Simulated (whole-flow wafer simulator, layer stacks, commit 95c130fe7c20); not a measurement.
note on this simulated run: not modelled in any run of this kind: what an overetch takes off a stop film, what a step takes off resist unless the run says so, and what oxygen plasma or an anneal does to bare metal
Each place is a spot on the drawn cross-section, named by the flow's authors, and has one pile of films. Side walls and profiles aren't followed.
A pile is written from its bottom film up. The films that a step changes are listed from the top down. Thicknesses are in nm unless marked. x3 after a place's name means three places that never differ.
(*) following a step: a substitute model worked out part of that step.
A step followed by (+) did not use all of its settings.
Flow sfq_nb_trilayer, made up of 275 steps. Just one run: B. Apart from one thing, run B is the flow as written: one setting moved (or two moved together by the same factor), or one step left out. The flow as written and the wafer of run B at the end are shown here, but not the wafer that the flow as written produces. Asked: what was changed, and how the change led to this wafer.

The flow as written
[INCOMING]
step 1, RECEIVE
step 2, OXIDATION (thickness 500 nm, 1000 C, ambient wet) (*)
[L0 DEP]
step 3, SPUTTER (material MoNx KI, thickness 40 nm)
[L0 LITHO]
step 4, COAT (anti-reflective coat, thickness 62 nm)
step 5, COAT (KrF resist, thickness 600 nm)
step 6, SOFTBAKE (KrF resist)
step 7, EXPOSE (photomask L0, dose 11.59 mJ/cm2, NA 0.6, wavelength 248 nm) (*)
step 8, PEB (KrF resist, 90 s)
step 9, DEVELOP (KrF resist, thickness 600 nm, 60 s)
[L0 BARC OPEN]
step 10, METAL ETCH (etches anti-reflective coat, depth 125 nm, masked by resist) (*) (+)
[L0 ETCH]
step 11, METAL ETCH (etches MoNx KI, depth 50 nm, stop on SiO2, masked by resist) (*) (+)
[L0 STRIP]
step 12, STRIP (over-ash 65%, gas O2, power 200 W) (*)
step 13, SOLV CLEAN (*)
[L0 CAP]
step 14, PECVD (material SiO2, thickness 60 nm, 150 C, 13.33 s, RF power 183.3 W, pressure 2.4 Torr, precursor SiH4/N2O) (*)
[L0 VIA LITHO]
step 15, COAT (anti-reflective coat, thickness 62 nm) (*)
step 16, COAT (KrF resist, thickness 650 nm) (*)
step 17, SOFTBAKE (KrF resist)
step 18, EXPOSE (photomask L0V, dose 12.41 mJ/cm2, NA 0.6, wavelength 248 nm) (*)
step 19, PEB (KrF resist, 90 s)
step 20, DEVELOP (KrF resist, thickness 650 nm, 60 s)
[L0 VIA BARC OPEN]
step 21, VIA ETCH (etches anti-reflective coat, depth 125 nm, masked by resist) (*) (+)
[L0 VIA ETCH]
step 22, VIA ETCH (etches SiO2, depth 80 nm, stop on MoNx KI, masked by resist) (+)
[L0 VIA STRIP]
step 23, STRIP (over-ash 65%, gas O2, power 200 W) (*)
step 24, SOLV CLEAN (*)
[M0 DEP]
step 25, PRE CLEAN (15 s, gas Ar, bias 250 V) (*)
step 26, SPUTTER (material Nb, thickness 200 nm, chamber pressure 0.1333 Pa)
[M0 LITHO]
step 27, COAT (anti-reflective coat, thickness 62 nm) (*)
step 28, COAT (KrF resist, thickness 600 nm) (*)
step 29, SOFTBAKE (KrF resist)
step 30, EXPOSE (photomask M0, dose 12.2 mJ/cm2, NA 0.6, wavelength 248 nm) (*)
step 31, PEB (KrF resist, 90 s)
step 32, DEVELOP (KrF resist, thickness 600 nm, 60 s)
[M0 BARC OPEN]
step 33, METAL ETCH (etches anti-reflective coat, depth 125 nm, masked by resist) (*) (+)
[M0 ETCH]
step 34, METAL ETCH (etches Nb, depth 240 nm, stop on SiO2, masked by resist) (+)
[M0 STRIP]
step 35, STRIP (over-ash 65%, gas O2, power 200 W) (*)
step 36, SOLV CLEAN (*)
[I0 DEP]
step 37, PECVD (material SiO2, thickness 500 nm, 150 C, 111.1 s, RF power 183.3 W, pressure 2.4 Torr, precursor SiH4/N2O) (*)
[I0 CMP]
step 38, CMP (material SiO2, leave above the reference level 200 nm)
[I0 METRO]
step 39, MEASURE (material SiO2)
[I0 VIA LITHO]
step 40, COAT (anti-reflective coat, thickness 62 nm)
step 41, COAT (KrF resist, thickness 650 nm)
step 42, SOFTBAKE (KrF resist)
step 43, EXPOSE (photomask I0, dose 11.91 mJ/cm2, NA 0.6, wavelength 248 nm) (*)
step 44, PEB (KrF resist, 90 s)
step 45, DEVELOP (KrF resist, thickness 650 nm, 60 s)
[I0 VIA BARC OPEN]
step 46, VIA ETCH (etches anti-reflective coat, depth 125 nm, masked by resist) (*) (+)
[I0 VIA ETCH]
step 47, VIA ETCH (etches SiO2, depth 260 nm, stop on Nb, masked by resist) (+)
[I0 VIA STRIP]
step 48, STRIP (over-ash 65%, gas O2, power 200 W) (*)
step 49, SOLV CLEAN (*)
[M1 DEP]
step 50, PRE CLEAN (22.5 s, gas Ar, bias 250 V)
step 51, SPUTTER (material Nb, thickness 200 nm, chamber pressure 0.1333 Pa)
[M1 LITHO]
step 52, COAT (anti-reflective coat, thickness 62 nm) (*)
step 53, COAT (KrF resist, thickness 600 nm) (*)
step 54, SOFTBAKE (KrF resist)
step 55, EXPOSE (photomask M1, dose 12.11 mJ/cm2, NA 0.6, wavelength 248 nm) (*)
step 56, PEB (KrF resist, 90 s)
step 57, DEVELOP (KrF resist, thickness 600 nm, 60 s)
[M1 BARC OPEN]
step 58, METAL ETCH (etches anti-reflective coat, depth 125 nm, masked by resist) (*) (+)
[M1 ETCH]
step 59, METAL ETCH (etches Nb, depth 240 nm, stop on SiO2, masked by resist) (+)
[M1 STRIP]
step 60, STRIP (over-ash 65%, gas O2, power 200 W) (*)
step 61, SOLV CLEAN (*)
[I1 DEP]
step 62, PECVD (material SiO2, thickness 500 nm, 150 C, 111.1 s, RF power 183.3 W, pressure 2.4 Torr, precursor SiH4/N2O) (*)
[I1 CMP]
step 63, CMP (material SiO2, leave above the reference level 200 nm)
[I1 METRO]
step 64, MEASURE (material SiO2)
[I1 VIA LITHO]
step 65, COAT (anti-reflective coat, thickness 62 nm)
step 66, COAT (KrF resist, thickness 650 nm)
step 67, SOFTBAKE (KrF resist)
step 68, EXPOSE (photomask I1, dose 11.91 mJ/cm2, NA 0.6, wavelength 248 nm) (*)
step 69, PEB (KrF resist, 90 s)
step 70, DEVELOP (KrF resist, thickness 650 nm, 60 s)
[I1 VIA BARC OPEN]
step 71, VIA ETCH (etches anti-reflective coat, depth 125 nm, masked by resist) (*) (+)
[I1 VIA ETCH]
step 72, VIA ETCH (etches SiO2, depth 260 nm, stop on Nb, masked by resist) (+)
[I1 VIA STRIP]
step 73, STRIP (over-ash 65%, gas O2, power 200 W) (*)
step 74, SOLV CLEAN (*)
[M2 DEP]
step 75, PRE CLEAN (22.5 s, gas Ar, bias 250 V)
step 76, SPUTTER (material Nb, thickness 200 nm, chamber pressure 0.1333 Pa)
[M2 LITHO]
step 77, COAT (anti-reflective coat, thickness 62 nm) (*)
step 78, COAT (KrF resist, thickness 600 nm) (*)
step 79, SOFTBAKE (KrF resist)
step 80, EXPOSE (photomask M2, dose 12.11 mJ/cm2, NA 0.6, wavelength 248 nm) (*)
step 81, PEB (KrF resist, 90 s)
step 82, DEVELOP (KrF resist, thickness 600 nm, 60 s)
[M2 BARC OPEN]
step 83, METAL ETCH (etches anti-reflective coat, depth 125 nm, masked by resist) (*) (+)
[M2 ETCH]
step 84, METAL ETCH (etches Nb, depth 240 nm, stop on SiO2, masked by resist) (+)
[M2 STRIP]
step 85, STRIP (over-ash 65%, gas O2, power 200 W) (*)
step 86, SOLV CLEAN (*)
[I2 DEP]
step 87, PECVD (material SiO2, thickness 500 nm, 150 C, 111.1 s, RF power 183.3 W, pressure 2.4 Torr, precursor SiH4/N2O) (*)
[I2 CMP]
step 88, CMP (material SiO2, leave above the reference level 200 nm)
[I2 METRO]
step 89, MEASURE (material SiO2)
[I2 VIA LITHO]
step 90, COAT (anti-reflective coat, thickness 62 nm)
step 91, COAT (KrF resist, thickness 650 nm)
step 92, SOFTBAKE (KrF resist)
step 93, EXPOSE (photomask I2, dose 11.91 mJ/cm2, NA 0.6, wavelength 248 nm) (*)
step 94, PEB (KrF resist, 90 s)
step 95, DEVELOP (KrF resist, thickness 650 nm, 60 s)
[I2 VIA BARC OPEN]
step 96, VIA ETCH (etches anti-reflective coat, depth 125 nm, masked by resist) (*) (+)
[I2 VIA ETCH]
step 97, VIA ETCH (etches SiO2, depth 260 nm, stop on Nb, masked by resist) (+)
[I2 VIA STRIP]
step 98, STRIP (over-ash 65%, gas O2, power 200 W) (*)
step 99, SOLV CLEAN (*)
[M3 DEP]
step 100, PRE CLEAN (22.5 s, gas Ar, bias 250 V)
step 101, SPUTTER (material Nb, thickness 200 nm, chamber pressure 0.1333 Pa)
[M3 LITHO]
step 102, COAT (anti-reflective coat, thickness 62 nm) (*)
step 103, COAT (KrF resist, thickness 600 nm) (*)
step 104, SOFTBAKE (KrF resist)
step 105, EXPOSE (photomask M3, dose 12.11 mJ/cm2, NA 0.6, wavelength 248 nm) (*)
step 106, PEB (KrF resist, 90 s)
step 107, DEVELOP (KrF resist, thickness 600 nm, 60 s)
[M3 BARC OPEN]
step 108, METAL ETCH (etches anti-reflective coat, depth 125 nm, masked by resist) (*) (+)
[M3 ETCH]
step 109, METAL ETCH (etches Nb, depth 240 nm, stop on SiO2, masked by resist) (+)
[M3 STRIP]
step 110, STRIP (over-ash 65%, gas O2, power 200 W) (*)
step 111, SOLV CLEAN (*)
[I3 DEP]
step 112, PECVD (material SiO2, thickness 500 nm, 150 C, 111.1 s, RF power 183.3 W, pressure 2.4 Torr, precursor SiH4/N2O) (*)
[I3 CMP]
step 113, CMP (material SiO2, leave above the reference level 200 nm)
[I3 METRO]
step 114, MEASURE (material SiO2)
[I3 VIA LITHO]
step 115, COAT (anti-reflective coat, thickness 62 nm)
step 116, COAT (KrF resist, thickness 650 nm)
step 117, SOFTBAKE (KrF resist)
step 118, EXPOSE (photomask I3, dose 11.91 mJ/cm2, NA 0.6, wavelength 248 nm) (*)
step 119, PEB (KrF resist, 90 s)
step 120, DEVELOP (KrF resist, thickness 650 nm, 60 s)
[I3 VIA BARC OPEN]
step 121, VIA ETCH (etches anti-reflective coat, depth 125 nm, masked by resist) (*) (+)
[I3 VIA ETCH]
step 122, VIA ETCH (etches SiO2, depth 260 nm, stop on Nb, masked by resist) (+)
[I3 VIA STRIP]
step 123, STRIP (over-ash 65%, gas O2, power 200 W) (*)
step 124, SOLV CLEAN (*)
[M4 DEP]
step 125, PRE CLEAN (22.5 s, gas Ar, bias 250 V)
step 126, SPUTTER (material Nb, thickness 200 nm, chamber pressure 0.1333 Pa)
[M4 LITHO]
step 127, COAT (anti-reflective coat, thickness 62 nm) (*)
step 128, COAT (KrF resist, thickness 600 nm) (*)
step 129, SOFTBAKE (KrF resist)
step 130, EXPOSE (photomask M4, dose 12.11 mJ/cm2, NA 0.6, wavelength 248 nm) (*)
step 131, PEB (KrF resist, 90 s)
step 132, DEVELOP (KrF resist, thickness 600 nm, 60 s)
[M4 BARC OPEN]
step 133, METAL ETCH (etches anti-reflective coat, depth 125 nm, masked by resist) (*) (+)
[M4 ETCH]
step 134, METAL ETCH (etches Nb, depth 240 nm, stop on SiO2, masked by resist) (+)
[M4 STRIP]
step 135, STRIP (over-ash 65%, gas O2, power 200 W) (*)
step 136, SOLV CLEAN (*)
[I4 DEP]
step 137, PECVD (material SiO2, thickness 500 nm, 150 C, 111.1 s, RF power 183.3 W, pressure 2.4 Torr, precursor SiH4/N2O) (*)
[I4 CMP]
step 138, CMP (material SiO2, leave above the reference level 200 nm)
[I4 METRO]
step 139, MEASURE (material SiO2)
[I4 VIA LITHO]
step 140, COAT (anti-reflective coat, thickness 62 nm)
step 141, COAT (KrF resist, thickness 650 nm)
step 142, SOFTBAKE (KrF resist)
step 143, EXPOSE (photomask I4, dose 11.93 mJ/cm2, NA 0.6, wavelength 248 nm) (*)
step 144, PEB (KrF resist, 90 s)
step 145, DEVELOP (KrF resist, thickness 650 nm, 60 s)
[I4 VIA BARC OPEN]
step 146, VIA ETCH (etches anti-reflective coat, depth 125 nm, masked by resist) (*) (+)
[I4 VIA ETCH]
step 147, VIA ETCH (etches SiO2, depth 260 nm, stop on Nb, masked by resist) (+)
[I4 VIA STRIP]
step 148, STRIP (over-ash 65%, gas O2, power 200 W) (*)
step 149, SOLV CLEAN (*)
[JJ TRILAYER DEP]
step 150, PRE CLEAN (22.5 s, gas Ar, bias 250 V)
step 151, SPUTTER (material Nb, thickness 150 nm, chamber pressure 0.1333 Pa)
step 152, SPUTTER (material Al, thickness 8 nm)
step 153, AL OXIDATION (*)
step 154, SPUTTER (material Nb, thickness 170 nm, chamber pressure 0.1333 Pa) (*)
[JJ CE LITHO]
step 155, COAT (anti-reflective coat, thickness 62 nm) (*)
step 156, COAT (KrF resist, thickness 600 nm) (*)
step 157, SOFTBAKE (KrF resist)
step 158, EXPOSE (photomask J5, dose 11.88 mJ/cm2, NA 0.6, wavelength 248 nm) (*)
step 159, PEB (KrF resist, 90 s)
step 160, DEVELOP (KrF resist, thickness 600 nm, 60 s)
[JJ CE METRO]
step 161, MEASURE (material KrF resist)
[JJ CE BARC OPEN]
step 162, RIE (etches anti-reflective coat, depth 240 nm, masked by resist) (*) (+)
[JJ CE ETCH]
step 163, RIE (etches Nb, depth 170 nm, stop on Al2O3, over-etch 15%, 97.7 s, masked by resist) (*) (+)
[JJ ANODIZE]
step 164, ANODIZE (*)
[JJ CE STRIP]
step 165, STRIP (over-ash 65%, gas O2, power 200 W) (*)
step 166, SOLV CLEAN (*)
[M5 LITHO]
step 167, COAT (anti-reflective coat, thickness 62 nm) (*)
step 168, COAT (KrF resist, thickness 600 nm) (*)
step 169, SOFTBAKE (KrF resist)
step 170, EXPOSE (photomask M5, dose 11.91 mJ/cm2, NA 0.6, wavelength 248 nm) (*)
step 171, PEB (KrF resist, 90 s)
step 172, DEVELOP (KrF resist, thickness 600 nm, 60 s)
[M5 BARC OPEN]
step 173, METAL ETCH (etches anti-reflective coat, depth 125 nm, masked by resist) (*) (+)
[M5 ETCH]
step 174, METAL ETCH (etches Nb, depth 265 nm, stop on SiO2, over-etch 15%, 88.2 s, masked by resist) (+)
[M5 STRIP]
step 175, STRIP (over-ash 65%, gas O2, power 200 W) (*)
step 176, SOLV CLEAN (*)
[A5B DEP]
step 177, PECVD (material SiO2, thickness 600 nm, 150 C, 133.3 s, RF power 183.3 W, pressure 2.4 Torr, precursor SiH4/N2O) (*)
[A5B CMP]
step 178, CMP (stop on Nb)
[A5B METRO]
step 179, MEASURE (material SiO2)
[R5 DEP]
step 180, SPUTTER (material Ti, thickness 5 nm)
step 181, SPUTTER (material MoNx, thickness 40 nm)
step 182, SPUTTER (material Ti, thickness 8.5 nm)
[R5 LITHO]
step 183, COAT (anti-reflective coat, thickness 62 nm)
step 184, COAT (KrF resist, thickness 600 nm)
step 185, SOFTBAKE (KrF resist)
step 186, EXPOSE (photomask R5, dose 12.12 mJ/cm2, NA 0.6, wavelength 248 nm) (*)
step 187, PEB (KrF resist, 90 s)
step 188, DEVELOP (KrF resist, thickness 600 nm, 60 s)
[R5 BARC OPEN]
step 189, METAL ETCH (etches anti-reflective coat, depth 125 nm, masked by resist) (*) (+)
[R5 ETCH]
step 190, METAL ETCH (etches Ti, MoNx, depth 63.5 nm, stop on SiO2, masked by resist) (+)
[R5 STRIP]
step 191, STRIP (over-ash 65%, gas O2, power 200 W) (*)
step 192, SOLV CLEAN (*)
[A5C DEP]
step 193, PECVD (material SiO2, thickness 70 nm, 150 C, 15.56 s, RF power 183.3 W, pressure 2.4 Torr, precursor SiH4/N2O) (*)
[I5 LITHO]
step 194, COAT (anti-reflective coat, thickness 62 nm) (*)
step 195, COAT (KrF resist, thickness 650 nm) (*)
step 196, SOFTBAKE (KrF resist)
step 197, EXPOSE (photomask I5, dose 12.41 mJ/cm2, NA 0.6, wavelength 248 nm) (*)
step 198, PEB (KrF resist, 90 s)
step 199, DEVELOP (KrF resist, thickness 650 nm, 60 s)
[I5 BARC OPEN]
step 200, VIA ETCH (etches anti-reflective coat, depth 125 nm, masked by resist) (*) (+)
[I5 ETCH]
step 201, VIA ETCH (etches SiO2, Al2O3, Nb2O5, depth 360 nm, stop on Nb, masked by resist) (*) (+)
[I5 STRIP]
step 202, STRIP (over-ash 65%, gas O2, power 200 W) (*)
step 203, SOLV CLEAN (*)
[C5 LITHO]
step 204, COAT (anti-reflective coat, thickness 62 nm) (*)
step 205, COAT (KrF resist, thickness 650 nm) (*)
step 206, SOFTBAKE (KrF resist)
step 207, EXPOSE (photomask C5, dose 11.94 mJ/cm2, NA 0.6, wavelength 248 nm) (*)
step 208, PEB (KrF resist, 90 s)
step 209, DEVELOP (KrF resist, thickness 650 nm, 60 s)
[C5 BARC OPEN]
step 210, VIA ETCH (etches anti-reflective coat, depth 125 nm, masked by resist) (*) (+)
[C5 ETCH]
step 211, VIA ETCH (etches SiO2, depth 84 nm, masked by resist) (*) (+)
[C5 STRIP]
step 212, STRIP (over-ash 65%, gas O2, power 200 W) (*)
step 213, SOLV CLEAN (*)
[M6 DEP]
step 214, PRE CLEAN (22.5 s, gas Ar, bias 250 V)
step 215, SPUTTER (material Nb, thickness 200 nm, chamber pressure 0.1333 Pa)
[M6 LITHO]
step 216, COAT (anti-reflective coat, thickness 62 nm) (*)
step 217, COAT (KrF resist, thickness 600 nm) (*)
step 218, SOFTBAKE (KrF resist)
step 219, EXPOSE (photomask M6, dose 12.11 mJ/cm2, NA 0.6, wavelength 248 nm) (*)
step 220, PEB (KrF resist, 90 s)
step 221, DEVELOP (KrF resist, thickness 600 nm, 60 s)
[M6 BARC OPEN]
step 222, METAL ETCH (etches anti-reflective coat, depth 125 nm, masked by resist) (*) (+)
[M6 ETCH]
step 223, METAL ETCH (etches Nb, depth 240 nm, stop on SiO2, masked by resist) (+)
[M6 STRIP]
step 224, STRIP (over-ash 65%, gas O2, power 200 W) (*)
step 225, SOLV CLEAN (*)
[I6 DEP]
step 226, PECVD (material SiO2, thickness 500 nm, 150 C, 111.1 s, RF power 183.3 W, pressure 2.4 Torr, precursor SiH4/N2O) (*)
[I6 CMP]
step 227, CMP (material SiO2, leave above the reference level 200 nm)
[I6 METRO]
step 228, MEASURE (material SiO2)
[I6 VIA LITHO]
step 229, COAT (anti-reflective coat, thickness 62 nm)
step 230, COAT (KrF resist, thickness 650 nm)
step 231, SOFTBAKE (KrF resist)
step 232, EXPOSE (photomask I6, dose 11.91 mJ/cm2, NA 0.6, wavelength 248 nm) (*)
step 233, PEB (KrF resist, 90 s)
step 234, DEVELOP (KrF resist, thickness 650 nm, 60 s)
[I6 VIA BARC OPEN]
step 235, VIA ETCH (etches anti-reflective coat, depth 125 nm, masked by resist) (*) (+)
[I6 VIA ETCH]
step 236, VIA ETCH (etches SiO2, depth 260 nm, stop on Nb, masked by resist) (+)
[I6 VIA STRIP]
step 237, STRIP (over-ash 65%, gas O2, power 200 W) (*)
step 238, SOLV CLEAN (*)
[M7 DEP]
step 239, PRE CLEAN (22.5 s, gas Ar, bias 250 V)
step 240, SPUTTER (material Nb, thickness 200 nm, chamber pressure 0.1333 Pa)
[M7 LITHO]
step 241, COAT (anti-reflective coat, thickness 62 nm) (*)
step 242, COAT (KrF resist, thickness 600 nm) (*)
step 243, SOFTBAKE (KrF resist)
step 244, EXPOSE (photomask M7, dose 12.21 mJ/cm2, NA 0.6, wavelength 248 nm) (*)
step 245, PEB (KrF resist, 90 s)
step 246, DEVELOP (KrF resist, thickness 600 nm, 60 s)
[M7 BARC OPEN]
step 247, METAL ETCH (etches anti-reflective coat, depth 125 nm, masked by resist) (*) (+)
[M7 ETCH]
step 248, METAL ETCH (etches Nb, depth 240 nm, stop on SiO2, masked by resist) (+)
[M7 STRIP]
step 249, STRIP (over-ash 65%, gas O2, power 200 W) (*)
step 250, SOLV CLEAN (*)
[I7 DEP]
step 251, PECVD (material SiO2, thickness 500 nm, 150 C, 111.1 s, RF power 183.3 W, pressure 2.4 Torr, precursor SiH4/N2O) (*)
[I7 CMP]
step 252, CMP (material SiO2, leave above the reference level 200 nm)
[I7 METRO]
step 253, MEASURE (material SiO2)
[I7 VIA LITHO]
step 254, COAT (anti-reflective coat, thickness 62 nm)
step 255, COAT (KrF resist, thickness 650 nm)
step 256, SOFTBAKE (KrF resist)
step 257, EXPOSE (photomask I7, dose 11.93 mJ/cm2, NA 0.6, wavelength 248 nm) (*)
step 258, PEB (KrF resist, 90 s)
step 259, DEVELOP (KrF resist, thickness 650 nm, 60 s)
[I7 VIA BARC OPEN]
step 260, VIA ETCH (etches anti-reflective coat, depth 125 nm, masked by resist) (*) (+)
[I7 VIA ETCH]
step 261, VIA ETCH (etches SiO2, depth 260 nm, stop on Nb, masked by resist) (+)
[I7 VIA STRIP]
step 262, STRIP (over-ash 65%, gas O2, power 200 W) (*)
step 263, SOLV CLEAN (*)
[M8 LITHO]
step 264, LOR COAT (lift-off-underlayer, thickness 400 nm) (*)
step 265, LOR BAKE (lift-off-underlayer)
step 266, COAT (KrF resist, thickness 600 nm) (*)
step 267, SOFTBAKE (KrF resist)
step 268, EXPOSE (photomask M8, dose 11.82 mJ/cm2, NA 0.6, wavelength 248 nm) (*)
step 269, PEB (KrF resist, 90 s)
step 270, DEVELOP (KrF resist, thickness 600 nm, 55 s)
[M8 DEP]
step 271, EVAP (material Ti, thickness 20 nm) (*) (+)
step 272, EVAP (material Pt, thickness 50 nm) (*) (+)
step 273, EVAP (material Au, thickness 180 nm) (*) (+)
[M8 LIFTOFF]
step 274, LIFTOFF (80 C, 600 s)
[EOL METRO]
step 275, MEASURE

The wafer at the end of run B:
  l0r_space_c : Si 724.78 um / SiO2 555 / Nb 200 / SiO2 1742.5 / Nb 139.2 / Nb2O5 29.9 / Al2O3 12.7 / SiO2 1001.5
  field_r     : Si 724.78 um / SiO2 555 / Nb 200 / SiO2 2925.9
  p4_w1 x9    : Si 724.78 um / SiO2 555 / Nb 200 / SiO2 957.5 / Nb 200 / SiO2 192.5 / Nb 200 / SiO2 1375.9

Cause: step 51, SPUTTER: thickness 180 nm was run, while the flow as written has thickness 200 nm.

Step by step, how the change led to this:
  step 51, SPUTTER (material Nb, thickness 200 nm, chamber pressure 0.1333 Pa)
      field_l, v_sur, via_wl and 102 more: +180 Nb (new film) (it would be, as written: +200 Nb (new film))
      via_w: +157.4 Nb (it would be, as written: +174.5 Nb)
  step 52, COAT (anti-reflective coat, thickness 62 nm) (*)
      via_wr: +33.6 anti-reflective coat (new film) (it would be, as written: +34.9 anti-reflective coat (new film))
  step 59, METAL ETCH (etches Nb, depth 240 nm, stop on SiO2, masked by resist) (+)
      field_l, be, be_sur and 79 more: -180 Nb (all of it) (it would be, as written: -200 Nb (all of it))
  step 60, STRIP (over-ash 65%, gas O2, power 200 W) (*)
      via_wr: -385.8 KrF resist (all of it), -33.6 anti-reflective coat (all of it) (it would be, as written: -384.4 KrF resist (all of it), -34.9 anti-reflective coat (all of it))
  step 62, PECVD (material SiO2, thickness 500 nm, 150 C, 111.1 s, RF power 183.3 W, pressure 2.4 Torr, precursor SiH4/N2O) (*)
      wl_d_sl, wl_d_sr: +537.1 SiO2 (it would be, as written: +557.1 SiO2)
  step 63, CMP (material SiO2, leave above the reference level 200 nm)
      field_l, be, be_sur and 72 more: -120 SiO2 (it would be, as written: -100 SiO2)
      lsp_m, ln_m6, lsp_r, l0_sur, l0v: -120 SiO2 (it would be, as written: -94.9 SiO2)
